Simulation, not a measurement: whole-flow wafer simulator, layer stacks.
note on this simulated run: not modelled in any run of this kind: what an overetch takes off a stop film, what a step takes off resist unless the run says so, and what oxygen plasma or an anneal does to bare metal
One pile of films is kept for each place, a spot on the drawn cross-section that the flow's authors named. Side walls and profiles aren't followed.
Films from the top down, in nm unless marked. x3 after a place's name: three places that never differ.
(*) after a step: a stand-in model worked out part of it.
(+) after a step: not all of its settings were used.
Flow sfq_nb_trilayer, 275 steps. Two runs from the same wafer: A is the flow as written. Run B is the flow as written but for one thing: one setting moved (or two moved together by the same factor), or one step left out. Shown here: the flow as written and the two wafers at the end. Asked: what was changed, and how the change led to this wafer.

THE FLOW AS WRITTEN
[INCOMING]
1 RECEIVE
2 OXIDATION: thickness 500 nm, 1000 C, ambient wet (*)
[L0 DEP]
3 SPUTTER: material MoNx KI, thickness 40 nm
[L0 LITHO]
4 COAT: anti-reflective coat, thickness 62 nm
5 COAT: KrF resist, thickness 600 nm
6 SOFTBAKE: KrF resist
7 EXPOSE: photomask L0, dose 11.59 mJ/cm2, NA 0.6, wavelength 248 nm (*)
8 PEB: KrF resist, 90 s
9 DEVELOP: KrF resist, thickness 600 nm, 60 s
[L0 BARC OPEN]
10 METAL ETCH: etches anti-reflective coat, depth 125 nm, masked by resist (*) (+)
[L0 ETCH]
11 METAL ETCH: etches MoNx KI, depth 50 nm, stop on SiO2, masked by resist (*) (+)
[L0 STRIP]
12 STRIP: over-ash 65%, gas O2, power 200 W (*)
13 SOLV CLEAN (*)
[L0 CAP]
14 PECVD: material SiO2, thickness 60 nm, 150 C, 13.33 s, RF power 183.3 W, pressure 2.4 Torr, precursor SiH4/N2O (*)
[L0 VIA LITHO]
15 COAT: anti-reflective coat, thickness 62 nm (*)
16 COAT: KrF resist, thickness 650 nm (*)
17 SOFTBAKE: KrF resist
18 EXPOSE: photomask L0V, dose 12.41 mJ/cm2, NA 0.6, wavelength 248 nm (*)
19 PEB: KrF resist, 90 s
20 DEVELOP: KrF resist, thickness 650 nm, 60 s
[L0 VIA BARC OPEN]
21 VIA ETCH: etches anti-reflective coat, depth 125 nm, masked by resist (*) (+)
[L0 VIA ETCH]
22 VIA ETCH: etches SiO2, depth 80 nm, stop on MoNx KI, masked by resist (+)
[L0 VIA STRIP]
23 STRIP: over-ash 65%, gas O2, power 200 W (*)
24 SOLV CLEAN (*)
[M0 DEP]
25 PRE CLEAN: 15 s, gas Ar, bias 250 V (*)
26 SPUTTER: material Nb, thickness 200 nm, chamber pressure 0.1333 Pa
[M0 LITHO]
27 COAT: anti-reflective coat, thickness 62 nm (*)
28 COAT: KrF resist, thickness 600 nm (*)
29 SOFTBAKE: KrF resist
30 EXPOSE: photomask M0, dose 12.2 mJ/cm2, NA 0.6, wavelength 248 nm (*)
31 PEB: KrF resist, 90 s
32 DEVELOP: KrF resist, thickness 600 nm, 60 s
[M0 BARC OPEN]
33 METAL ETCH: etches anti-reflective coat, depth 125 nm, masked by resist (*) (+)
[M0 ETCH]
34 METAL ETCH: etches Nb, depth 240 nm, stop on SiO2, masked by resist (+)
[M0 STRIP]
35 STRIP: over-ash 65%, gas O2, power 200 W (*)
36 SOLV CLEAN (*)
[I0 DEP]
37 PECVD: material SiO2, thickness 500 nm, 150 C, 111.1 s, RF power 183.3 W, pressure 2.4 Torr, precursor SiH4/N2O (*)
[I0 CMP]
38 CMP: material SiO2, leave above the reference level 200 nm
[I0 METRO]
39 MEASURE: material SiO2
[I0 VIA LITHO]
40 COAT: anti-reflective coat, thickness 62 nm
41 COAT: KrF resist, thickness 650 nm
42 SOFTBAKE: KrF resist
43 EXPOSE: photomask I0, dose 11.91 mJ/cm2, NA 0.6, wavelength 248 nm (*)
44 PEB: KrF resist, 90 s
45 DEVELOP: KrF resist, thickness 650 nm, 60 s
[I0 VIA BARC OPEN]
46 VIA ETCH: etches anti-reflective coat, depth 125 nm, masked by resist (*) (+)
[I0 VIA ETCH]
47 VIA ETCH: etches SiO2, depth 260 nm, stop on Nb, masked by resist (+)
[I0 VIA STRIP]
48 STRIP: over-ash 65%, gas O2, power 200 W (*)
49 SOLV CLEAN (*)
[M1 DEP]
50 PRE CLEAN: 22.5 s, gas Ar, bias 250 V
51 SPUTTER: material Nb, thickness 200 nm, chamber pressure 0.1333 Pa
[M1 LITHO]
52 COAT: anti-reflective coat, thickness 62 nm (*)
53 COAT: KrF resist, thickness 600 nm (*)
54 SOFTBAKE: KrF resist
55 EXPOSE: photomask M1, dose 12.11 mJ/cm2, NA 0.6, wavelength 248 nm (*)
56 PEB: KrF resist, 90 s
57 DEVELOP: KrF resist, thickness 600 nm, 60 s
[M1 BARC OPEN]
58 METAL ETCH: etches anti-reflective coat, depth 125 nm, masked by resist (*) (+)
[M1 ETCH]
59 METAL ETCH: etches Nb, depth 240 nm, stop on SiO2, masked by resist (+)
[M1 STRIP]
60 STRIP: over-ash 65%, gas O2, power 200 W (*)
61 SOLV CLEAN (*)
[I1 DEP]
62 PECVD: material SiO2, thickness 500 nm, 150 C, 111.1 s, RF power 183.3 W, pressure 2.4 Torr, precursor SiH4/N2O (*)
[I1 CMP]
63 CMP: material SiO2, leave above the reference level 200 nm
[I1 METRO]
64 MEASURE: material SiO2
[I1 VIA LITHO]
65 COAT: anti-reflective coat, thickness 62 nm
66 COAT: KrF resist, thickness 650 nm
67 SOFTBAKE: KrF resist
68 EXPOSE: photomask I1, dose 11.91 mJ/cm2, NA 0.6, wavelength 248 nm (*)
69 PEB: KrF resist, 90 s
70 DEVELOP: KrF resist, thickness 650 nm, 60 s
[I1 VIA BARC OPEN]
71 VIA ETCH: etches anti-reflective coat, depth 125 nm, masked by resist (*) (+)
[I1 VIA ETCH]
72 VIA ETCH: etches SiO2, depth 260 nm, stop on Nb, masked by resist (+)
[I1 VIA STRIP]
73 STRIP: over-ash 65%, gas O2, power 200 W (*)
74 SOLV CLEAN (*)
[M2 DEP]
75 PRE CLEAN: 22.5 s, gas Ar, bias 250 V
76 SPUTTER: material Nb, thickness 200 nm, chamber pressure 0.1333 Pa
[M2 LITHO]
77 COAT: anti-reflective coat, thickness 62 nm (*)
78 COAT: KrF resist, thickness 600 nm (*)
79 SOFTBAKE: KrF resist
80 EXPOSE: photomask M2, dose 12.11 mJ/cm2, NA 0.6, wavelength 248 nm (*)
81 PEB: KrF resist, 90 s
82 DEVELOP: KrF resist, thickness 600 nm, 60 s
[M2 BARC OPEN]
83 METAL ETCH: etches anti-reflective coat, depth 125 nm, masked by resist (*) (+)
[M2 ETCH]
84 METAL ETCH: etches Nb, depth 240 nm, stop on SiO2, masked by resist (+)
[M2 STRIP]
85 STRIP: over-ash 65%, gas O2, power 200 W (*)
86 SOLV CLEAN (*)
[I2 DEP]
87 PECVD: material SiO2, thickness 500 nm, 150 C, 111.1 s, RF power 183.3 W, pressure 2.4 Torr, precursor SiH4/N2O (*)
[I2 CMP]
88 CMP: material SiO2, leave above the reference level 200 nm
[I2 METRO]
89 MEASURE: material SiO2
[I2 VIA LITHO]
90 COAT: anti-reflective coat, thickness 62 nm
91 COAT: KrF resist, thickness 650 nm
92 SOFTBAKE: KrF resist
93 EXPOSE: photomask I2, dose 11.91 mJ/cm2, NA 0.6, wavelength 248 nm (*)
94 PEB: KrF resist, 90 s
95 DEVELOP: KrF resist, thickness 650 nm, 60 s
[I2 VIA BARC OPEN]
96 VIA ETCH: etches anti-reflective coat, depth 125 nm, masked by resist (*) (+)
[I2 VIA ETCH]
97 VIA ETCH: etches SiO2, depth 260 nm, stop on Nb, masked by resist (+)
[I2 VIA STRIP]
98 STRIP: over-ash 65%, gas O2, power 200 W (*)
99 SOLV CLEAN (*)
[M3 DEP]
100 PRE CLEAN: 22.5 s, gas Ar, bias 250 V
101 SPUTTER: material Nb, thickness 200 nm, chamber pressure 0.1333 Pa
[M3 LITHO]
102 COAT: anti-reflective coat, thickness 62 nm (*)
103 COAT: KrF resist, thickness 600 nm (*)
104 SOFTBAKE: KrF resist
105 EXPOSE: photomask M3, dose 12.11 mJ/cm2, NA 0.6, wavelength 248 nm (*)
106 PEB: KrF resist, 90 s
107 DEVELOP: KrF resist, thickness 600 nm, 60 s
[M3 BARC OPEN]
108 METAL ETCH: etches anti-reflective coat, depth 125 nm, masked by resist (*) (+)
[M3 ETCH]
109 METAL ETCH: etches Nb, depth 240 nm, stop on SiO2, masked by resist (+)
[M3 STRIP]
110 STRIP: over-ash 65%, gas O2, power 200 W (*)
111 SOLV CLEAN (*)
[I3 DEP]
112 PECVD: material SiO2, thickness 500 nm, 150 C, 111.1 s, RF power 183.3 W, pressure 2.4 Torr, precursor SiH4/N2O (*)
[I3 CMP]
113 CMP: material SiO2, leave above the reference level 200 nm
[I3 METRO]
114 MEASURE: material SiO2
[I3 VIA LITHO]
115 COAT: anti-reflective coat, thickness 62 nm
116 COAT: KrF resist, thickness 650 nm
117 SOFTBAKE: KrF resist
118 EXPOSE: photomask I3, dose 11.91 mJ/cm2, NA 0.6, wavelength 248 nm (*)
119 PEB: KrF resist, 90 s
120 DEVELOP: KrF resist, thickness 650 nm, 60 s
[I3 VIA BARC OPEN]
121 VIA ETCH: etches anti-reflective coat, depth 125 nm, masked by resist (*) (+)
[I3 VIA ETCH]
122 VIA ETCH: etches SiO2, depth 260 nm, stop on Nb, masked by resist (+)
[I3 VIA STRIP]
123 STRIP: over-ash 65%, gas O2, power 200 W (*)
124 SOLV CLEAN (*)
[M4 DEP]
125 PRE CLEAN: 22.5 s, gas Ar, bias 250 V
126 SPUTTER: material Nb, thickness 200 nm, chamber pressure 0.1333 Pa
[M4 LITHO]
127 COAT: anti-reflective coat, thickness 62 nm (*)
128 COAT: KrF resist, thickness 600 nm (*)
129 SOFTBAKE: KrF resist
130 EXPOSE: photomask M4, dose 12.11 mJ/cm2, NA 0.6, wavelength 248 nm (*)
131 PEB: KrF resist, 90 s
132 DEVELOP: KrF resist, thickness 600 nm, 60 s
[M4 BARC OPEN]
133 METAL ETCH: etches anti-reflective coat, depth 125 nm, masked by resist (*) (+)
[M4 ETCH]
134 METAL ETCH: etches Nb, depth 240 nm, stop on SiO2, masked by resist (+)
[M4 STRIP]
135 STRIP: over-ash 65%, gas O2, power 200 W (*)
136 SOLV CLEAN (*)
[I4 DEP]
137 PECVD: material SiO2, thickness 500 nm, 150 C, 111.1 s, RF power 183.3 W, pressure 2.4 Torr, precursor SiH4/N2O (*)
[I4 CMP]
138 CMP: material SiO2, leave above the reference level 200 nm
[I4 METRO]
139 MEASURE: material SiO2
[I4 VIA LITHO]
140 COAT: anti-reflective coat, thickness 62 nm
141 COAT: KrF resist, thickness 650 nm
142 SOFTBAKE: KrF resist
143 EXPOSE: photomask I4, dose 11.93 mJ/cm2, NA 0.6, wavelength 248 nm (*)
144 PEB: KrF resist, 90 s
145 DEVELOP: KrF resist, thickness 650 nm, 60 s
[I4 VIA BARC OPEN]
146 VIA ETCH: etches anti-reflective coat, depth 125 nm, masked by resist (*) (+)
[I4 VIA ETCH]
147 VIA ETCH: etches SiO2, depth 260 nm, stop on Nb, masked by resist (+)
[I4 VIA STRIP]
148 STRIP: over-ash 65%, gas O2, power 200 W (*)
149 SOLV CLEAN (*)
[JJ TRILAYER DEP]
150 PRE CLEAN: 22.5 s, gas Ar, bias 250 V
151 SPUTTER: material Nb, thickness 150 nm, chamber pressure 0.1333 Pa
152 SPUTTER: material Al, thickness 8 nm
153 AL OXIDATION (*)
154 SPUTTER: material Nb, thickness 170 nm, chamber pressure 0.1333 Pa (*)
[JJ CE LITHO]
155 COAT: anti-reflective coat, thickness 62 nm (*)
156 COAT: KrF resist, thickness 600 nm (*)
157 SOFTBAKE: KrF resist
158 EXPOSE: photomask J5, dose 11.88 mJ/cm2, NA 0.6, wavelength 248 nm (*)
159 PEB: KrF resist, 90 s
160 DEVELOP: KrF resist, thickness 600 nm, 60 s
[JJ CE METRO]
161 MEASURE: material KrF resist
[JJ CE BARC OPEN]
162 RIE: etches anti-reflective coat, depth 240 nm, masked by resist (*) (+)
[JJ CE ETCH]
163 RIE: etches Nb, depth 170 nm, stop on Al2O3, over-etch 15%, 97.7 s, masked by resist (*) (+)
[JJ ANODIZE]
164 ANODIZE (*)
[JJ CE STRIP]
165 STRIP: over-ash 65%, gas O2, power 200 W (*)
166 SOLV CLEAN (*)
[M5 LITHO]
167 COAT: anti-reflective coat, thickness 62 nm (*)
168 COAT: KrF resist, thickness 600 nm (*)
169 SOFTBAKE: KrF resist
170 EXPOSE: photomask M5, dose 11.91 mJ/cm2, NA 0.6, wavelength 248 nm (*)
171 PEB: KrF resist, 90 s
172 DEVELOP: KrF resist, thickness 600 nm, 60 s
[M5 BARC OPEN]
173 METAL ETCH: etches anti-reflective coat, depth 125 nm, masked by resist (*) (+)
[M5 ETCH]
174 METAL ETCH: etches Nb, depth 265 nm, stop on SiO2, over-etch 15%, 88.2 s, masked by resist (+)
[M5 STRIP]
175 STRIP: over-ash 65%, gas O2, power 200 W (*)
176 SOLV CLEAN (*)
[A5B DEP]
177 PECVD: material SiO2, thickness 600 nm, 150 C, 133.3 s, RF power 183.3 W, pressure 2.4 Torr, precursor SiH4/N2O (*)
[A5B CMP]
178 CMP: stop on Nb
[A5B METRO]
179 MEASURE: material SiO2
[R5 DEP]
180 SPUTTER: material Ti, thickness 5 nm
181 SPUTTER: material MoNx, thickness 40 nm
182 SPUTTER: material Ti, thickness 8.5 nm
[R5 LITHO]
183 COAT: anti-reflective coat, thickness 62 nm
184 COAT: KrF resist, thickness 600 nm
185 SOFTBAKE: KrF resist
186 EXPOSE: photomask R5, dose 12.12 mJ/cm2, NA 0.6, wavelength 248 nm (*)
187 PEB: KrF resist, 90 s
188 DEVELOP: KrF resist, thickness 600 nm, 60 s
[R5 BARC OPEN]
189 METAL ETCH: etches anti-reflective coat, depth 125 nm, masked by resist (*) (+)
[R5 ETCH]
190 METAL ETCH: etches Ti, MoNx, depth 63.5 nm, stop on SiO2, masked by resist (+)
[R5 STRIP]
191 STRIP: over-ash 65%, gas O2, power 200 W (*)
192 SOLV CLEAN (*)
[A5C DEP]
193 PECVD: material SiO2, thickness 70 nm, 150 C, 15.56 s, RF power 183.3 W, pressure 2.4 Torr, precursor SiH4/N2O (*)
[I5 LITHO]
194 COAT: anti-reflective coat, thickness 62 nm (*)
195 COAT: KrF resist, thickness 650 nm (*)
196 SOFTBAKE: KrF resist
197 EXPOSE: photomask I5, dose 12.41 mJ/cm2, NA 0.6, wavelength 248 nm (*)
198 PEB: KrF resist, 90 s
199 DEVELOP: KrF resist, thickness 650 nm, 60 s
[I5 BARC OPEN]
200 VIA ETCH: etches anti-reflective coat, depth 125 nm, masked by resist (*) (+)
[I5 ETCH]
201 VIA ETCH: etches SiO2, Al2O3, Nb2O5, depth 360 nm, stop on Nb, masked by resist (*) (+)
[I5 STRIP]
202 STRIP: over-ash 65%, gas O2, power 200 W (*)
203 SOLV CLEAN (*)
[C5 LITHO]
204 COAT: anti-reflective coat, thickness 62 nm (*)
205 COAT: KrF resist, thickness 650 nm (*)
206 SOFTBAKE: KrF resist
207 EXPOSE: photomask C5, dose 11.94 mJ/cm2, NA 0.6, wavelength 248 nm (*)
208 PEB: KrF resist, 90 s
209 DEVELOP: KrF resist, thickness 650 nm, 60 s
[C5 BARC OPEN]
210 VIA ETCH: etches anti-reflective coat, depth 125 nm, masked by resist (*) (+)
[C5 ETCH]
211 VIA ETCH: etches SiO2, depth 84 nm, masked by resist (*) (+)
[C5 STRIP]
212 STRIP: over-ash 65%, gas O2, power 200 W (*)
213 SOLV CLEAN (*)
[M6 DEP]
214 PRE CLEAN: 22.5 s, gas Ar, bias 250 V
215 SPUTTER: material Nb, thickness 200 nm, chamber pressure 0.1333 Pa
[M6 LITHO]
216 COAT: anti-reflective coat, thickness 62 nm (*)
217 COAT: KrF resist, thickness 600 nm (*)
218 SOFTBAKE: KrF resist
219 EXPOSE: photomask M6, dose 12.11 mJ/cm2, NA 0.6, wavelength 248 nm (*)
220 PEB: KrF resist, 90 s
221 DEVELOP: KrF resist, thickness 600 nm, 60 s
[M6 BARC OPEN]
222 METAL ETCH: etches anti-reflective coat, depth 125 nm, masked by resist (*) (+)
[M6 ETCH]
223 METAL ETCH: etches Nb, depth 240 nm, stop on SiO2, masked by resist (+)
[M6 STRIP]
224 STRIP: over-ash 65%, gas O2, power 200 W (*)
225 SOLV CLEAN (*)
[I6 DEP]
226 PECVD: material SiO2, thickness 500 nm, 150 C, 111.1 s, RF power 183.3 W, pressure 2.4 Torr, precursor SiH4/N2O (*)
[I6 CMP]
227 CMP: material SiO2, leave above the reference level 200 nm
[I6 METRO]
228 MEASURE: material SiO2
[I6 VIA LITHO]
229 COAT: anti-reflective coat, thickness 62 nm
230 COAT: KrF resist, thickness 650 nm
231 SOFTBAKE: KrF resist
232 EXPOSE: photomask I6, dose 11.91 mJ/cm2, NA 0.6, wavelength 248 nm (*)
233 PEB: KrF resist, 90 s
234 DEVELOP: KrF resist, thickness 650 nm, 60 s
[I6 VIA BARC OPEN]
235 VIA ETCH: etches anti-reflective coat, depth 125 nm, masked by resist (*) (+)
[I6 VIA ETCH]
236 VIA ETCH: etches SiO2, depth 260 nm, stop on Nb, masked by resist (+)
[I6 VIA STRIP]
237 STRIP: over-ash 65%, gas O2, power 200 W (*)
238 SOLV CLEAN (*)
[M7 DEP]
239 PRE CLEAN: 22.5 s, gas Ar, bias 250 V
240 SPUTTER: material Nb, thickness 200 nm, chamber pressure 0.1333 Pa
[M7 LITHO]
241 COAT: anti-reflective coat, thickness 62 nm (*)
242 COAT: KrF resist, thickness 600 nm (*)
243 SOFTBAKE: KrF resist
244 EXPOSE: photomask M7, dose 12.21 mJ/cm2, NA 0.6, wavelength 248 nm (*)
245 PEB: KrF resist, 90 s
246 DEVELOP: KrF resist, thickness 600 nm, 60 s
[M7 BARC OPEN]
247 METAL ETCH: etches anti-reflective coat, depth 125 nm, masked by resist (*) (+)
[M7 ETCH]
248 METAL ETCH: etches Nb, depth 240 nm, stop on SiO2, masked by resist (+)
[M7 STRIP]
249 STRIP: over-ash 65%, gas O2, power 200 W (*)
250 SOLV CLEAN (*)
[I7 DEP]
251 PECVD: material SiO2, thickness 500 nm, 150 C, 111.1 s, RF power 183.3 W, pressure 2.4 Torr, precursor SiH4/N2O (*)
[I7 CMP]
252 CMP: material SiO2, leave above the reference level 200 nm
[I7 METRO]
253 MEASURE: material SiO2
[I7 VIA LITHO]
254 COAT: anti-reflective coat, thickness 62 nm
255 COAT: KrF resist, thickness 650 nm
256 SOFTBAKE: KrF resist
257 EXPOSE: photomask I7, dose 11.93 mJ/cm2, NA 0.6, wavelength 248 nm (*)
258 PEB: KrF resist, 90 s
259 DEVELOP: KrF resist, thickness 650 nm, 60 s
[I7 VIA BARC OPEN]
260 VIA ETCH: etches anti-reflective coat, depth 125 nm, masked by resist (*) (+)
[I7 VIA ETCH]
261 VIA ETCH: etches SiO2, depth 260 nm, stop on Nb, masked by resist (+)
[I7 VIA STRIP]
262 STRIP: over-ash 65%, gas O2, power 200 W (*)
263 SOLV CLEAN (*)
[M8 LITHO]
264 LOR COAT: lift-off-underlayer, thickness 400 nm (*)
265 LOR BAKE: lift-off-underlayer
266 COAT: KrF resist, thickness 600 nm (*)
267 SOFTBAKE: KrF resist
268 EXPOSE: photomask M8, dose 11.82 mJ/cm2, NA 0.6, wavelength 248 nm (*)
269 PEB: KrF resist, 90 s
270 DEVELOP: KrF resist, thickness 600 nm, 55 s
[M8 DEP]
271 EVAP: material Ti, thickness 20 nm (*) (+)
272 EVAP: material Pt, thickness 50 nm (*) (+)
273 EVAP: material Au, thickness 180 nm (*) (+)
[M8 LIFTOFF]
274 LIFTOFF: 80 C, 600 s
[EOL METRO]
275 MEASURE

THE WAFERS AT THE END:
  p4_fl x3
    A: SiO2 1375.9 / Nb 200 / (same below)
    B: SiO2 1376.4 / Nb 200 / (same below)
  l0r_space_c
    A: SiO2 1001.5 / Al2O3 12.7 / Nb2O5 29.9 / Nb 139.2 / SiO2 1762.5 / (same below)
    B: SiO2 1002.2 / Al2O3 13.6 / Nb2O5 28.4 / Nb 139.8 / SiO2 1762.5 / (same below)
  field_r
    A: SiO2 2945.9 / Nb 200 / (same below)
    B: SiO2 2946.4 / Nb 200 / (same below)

The cause: step 152, SPUTTER: thickness 8.528 nm was run, where the flow has thickness 8 nm.

How the change led to this, step by step:
  152 SPUTTER: material Al, thickness 8 nm
      field_l, v_sur, via_sp and 100 more: A Al +8 (new film) | B Al +8.53 (new film)
  164 ANODIZE (*)
      field_l, v_sur, via_sp and 96 more: A Al2O3 +12.2, Nb2O5 +29.9 (new film), Al -7.42 (all of it), Nb -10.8 | B Al2O3 +13.1, Nb2O5 +28.4 (new film), Al -7.95 (all of it), Nb -10.2
      via_wl, via_wr: A Al2O3 +7.52 (new film), Nb2O5 +39.2 (new film), Al -4.56 (all of it), Nb -14.1 | B Al2O3 +8.08 (new film), Nb2O5 +38.2 (new film), Al -4.9 (all of it), Nb -13.7
      (and at 1 more place)
  167 COAT: anti-reflective coat, thickness 62 nm (*)
      ce_l: A anti-reflective coat +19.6 (new film) | B anti-reflective coat +19 (new film)
  174 METAL ETCH: etches Nb, depth 265 nm, stop on SiO2, over-etch 15%, 88.2 s, masked by resist (+)
      field_l, r_sur, res and 50 more: A Al2O3 -12.6 (all of it), Nb2O5 -29.9 (all of it), Nb -139.2 (all of it), SiO2 -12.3 | B Al2O3 -13.5 (all of it), Nb2O5 -28.4 (all of it), Nb -139.8 (all of it), SiO2 -12.3
  175 STRIP: over-ash 65%, gas O2, power 200 W (*)
      ce_l: A KrF resist -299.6 (all of it), anti-reflective coat -19.6 (all of it) | B KrF resist -299.8 (all of it), anti-reflective coat -19 (all of it)
  201 VIA ETCH: etches SiO2, Al2O3, Nb2O5, depth 360 nm, stop on Nb, masked by resist (*) (+)
      be: A SiO2 -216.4 (all of it), Al2O3 -12.7 (all of it), Nb2O5 -29.9 (all of it) | B SiO2 -217 (all of it), Al2O3 -13.6 (all of it), Nb2O5 -28.4 (all of it)
